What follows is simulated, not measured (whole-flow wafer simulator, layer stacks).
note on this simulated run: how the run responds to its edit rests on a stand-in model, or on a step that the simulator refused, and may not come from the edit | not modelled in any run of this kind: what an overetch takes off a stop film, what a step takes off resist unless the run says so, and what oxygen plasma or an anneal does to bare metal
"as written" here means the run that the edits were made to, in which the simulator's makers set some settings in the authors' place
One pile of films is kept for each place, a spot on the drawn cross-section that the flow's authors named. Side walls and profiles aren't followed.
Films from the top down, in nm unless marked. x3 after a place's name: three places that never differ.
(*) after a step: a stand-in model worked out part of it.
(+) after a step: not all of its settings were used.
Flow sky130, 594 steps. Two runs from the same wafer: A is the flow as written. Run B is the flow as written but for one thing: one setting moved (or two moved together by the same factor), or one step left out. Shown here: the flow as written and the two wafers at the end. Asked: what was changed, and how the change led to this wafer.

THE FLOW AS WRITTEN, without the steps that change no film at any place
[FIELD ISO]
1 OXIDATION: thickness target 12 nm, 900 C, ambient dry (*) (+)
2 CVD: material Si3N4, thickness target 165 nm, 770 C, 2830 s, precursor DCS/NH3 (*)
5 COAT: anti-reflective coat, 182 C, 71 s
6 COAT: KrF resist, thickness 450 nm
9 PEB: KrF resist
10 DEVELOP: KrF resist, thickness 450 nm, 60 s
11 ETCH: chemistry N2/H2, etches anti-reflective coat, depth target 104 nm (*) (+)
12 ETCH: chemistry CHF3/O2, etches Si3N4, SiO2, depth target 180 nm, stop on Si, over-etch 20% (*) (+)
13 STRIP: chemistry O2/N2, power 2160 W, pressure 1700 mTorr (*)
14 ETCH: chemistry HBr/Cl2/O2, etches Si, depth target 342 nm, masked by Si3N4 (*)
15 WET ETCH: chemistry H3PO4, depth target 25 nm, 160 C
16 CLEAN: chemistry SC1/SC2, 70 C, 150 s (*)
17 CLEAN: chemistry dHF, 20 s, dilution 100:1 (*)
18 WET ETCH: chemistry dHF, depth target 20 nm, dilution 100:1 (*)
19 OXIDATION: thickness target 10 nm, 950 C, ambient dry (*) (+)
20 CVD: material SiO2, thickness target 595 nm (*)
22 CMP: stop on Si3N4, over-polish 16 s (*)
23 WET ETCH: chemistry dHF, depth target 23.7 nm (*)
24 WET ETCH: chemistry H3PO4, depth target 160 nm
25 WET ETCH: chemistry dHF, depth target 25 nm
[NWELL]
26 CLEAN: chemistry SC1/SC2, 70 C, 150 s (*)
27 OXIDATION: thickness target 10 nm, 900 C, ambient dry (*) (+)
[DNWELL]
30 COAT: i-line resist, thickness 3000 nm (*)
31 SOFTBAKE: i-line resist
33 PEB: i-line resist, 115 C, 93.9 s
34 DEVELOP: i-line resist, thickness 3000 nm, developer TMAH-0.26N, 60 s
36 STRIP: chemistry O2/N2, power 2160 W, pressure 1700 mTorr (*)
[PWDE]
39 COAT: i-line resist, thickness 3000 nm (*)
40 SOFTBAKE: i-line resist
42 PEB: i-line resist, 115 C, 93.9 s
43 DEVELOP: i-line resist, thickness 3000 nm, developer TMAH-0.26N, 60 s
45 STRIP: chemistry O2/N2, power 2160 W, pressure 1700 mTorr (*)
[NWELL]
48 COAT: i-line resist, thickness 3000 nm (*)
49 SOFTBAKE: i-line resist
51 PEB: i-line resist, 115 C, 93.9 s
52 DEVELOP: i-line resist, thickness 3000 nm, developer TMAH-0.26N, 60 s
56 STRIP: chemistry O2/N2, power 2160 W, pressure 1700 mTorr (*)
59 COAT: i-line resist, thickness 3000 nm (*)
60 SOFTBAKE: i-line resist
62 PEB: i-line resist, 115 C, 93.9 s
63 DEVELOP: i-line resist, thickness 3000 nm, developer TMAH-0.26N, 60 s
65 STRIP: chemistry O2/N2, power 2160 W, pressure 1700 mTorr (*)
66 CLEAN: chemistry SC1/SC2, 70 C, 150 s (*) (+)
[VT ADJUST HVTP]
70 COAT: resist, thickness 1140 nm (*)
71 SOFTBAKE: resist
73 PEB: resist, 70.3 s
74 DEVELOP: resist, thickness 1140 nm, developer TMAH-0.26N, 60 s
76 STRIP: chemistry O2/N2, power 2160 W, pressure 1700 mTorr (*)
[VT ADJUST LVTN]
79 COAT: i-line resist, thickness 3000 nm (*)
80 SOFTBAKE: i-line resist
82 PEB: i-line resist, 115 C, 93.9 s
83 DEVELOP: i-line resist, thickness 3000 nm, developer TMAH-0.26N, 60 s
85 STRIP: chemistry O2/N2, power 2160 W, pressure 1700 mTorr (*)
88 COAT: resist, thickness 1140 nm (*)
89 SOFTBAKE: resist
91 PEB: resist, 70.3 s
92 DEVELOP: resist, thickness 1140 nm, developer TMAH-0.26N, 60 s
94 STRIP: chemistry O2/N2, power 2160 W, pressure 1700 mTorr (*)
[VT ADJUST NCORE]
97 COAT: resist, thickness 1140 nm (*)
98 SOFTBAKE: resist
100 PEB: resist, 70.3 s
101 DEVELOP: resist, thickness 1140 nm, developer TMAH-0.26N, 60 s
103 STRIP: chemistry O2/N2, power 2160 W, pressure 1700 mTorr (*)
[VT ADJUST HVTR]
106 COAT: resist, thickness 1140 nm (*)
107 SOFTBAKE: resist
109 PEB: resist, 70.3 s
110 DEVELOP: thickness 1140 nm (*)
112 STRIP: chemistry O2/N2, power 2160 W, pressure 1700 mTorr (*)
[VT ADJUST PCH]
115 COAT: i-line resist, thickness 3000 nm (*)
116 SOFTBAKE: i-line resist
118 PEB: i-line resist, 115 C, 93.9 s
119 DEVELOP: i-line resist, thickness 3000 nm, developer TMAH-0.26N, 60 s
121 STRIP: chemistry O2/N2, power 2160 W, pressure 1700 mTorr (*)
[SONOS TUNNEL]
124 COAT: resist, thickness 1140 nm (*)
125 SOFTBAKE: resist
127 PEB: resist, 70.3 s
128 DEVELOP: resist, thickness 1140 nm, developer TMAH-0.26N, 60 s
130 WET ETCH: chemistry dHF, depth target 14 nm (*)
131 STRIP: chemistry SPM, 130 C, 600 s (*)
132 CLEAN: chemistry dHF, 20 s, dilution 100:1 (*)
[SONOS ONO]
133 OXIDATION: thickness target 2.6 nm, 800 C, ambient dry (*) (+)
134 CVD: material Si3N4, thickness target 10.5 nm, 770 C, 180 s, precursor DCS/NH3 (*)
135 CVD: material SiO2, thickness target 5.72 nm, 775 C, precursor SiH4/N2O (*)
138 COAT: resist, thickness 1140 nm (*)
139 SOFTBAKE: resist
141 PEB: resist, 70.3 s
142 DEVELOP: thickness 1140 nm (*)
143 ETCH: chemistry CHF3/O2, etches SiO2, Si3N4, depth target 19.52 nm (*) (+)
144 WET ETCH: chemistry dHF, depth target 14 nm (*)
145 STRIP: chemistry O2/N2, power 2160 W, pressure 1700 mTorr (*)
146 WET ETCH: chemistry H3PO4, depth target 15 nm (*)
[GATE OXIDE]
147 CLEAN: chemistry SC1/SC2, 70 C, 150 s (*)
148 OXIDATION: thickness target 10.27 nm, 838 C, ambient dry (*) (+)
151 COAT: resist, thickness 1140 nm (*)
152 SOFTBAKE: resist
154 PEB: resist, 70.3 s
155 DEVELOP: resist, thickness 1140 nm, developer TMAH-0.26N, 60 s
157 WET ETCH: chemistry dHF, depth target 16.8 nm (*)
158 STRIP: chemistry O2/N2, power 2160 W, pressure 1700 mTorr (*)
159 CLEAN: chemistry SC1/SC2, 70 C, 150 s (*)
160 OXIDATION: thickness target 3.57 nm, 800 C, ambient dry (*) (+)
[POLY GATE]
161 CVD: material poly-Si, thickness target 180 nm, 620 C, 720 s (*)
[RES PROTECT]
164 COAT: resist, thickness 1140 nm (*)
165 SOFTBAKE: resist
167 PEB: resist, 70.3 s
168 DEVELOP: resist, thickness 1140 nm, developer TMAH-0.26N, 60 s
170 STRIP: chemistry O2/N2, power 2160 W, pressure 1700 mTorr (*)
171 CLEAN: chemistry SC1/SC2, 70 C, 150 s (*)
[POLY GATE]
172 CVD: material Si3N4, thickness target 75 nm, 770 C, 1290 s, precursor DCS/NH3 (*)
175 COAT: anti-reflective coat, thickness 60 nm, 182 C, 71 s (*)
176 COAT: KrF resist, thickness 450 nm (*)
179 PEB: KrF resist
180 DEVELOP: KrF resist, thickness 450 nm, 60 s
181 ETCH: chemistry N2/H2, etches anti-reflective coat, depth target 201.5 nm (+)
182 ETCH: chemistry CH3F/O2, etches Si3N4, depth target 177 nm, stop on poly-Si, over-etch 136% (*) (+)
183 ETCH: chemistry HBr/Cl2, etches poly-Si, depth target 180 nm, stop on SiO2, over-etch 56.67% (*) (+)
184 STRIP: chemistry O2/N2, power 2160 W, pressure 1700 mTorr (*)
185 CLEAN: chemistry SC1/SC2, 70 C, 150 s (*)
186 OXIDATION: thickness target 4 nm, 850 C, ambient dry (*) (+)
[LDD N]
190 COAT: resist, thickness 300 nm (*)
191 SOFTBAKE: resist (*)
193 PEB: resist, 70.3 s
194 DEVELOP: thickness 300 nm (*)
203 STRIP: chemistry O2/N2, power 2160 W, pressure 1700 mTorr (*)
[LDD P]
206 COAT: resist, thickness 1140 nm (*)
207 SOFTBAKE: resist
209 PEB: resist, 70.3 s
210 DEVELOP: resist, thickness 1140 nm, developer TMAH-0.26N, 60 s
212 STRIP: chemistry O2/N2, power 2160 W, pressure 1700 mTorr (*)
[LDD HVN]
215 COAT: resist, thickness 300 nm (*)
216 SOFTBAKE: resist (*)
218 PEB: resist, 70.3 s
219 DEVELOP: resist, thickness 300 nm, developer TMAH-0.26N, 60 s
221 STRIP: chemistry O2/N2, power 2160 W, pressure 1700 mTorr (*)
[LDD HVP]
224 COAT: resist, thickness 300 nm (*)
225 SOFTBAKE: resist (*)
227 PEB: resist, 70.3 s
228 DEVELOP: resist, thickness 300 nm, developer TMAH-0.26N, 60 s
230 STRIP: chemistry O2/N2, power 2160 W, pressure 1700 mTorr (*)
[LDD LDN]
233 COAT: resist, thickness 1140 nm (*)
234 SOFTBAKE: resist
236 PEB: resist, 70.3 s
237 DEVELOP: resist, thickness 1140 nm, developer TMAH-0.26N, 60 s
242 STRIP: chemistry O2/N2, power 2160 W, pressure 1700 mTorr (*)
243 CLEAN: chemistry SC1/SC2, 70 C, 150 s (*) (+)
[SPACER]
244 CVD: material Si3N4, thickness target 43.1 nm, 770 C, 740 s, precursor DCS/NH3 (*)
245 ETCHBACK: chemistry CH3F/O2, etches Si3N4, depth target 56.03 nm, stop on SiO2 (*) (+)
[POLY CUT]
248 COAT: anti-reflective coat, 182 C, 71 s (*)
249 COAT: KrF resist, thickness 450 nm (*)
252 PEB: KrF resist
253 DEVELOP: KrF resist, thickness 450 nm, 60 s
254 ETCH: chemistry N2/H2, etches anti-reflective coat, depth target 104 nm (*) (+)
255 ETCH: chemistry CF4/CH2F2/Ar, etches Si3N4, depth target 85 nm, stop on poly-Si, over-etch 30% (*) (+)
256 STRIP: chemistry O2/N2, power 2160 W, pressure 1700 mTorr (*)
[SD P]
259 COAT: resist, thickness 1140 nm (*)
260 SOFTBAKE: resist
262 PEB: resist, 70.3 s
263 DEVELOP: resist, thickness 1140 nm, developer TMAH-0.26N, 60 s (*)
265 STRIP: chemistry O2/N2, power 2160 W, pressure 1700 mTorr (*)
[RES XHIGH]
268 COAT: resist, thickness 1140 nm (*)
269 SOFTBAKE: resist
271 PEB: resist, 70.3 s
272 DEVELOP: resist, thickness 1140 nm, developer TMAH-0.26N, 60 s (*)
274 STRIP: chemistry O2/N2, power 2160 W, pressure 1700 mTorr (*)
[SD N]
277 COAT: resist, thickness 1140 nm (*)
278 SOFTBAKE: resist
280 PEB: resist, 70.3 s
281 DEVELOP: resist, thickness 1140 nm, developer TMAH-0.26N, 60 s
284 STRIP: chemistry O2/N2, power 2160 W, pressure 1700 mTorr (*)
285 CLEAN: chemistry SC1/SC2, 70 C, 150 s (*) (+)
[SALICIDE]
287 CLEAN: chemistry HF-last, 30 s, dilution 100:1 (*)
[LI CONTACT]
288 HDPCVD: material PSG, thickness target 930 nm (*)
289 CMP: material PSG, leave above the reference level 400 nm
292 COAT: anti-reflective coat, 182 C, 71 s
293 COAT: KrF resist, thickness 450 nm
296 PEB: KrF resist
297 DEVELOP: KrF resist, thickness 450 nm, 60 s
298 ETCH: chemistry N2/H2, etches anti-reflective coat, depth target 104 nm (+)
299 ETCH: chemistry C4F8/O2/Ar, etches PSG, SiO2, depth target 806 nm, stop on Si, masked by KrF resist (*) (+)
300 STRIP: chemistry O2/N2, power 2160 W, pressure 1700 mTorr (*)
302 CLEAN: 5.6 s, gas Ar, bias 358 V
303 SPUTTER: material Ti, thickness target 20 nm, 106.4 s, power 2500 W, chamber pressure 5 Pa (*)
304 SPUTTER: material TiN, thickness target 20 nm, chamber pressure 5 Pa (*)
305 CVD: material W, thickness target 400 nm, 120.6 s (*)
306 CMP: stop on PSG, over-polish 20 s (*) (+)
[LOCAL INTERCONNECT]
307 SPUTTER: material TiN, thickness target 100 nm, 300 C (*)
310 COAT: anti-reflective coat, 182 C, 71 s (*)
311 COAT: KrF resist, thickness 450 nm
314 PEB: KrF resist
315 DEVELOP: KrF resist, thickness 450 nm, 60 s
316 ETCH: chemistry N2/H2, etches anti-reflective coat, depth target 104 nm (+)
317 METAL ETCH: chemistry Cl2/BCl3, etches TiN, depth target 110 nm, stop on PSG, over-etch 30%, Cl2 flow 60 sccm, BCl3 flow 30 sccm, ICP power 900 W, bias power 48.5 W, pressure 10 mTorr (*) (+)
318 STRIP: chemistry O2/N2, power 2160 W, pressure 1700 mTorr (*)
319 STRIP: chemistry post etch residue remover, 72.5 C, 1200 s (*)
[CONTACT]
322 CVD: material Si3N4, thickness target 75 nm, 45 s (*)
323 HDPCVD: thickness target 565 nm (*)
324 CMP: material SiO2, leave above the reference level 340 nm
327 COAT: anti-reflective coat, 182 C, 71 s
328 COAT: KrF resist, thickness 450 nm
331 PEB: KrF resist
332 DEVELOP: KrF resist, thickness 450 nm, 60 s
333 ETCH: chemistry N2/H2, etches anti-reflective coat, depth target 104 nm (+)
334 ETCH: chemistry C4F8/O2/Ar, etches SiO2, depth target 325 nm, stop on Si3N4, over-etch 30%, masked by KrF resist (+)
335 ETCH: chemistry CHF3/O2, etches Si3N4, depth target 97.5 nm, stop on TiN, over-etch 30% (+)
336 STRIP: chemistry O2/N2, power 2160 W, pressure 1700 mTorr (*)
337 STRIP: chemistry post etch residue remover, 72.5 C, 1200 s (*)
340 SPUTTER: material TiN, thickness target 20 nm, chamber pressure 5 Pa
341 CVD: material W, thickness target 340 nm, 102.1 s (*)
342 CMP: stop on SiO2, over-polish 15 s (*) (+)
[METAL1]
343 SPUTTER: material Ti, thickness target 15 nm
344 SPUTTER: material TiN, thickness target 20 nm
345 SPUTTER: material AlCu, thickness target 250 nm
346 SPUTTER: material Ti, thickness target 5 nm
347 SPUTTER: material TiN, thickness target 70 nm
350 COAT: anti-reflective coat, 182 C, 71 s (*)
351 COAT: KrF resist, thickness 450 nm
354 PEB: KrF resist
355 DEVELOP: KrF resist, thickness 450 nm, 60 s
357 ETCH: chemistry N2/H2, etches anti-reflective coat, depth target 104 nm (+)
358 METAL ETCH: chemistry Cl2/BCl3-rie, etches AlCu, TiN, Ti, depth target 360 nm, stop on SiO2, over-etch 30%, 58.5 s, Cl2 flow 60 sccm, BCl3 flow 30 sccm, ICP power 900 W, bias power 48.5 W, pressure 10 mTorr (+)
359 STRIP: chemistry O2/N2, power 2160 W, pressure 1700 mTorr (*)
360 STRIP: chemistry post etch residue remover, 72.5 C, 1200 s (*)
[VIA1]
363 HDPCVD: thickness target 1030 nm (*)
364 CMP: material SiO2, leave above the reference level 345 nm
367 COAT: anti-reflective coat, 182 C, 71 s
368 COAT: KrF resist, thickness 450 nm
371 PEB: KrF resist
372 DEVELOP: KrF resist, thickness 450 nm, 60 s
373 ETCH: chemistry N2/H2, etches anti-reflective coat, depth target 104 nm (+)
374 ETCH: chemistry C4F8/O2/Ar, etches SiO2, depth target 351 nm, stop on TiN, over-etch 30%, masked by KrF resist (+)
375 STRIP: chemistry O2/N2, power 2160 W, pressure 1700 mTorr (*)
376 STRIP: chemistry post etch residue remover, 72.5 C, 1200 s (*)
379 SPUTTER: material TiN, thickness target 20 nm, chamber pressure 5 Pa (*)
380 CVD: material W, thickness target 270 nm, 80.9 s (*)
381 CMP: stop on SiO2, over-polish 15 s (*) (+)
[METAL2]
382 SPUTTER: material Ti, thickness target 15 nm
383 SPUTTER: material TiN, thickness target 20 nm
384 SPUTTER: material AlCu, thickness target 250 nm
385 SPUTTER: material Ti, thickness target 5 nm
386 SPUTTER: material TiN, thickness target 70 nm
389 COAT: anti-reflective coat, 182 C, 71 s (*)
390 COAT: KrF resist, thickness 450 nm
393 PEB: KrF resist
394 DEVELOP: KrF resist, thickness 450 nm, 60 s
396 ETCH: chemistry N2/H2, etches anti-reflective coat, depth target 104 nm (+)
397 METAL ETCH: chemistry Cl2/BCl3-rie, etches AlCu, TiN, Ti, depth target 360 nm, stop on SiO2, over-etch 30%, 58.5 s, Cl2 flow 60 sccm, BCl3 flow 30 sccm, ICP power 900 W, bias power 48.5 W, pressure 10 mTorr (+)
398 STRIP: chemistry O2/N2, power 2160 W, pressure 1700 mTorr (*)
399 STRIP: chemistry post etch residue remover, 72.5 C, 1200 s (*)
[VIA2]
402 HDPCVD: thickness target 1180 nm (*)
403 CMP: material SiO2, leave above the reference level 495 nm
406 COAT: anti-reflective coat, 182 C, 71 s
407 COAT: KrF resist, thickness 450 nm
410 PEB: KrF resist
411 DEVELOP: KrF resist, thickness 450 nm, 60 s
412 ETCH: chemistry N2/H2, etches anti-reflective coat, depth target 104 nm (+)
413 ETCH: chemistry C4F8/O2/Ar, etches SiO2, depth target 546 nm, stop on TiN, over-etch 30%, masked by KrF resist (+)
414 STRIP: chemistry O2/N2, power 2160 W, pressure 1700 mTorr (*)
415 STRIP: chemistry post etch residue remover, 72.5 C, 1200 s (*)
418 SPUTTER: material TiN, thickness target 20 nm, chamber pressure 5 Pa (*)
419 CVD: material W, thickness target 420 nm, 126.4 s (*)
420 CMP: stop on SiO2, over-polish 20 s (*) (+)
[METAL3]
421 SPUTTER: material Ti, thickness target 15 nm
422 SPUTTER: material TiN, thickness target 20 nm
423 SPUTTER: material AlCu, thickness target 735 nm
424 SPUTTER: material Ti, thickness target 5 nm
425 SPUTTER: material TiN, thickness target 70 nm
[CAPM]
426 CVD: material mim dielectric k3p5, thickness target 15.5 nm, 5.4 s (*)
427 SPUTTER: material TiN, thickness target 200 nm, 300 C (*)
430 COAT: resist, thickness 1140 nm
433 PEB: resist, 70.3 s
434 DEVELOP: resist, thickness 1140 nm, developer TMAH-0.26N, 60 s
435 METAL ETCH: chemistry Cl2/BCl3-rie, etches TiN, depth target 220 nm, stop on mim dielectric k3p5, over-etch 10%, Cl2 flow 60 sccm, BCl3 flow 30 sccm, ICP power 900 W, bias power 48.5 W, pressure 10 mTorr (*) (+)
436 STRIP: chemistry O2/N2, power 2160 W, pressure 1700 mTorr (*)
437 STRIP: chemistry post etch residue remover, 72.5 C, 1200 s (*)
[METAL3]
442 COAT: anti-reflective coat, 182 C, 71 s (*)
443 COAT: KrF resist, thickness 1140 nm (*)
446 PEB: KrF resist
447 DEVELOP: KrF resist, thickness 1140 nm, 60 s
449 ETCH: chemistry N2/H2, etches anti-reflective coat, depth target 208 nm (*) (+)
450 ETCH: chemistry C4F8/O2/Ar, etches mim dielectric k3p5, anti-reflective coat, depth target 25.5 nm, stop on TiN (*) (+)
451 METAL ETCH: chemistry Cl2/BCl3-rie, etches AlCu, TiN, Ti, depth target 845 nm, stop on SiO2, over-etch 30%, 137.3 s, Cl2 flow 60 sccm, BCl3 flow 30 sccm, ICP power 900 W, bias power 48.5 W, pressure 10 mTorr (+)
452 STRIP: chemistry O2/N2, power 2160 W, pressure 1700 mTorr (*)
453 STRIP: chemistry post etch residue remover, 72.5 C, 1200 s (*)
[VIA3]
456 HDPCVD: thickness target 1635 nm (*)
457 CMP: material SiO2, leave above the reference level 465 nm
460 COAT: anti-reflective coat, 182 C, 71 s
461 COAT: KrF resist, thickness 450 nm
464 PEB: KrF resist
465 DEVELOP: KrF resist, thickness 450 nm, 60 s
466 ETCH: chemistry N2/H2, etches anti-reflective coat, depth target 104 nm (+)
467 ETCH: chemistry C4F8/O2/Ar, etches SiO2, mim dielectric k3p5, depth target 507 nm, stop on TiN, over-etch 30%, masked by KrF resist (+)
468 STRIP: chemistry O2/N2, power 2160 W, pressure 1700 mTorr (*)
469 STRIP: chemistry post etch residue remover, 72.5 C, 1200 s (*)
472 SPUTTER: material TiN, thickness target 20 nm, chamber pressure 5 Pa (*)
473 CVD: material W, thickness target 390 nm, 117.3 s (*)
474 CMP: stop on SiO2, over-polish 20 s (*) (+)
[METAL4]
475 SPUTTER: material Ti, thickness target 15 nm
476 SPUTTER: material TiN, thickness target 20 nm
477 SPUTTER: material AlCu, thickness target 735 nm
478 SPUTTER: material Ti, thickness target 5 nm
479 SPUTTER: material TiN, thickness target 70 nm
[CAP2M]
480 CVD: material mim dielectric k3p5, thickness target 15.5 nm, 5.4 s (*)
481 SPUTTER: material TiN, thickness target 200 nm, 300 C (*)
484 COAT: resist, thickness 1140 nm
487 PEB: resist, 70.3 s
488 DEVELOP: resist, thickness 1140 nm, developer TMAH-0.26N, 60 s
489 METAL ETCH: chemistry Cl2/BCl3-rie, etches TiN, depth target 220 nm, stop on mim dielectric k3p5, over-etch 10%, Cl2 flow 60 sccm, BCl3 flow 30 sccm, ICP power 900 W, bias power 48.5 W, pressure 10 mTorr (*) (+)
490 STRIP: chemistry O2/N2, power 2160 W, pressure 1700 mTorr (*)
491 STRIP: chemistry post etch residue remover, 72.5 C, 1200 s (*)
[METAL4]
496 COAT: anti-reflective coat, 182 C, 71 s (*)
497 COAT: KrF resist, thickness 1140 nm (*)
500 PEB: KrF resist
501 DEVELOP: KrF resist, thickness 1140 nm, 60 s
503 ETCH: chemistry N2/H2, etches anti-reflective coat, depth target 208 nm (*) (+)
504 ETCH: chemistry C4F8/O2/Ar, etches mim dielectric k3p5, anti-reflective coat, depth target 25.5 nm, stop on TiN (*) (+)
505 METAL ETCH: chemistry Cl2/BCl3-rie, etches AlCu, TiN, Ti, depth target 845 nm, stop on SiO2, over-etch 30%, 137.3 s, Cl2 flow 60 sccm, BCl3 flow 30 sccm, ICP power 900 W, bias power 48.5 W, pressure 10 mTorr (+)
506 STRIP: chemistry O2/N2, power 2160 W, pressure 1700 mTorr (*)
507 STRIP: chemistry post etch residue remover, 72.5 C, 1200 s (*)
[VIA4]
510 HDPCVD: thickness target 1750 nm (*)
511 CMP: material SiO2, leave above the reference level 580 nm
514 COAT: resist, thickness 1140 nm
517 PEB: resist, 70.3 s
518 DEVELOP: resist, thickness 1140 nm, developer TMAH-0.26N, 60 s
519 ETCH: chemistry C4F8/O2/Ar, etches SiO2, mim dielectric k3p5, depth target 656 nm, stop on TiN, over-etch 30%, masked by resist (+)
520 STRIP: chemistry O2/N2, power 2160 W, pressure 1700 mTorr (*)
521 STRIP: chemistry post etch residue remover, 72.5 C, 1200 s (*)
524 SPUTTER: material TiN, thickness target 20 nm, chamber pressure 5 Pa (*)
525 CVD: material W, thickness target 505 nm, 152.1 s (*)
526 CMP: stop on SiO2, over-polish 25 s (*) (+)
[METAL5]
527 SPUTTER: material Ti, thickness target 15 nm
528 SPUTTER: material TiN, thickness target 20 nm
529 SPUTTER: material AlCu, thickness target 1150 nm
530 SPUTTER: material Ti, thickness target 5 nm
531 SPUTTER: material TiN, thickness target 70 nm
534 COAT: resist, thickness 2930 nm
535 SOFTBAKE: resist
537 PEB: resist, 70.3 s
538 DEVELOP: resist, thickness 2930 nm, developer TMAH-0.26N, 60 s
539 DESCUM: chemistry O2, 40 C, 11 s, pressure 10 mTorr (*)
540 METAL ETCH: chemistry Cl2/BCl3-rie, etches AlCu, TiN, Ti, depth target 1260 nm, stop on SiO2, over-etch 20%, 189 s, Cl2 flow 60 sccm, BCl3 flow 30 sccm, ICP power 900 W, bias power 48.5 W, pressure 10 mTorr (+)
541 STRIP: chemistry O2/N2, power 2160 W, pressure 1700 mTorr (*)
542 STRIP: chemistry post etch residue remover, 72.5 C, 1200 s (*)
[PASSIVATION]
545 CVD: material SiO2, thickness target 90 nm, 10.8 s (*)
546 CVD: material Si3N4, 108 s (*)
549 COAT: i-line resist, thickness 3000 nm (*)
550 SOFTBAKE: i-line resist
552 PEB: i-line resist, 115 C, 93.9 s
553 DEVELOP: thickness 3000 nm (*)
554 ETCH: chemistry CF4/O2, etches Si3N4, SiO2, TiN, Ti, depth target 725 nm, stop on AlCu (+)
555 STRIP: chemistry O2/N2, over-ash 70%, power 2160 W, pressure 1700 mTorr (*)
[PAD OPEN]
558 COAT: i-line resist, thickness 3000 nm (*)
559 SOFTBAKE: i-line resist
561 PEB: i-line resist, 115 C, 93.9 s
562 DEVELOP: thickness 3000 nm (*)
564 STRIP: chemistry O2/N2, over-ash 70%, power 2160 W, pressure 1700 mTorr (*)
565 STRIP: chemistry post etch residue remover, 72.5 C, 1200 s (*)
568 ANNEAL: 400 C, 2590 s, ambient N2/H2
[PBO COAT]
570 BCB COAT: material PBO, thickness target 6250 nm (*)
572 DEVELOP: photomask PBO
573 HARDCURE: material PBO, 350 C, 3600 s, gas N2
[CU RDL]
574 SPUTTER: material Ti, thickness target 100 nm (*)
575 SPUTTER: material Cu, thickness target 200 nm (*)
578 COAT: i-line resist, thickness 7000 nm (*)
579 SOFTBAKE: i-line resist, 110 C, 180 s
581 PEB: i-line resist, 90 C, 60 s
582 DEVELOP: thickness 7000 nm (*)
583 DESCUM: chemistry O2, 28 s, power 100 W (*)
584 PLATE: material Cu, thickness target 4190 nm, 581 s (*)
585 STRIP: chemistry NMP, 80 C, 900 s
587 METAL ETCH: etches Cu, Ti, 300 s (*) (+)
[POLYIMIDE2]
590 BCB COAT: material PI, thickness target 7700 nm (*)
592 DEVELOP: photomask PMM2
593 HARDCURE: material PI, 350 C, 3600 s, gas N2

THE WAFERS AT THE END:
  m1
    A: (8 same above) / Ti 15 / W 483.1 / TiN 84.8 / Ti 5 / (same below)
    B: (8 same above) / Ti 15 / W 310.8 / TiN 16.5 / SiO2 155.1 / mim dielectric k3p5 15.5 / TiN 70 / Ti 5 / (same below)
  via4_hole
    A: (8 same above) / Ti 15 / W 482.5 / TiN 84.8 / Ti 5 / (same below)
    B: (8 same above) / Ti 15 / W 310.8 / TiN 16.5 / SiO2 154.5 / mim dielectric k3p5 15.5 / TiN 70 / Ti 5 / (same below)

The cause: step 519, ETCH: depth target 335 nm was run, where the flow has depth target 656 nm.

How the change led to this, step by step:
  519 ETCH: chemistry C4F8/O2/Ar, etches SiO2, mim dielectric k3p5, depth target 656 nm, stop on TiN, over-etch 30%, masked by resist (+)
      m1: A SiO2 -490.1 (all of it), mim dielectric k3p5 -15.5 (all of it) | B SiO2 -335
      via4_hole: A SiO2 -489.5 (all of it), mim dielectric k3p5 -15.5 (all of it) | B SiO2 -335
      (and at 191 more places)
  520 STRIP: chemistry O2/N2, power 2160 W, pressure 1700 mTorr (*)
      field, active, n_well and 188 more: A resist -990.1 (all of it) | B resist -1054.3 (all of it)
  524 SPUTTER: material TiN, thickness target 20 nm, chamber pressure 5 Pa (*)
      m1, via4_hole: A TiN +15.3 | B TiN +16.5 (new film)
  525 CVD: material W, thickness target 505 nm, 152.1 s (*)
      m1: A W +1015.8 (new film) | B W +646.8 (new film)
      via4_hole: A W +1015.2 (new film) | B W +648.5 (new film)
  526 CMP: stop on SiO2, over-polish 25 s (*) (+)
      m1: A W -532.7 | B W -335.9
      via4_hole: A W -532.7 | B W -337.6
Counting metal films that touch as one body, m1 has 3 bodies (between them, from the top down: SiO2 155.1 / mim dielectric k3p5 15.5; SiO2 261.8 / Si3N4 75); the flow as written gives 2 bodies (between them, from the top down: SiO2 261.8 / Si3N4 75).
Counting metal films that touch as one body, via4_hole has 2 bodies (between them, from the top down: SiO2 154.5 / mim dielectric k3p5 15.5); the flow as written gives 1 body.
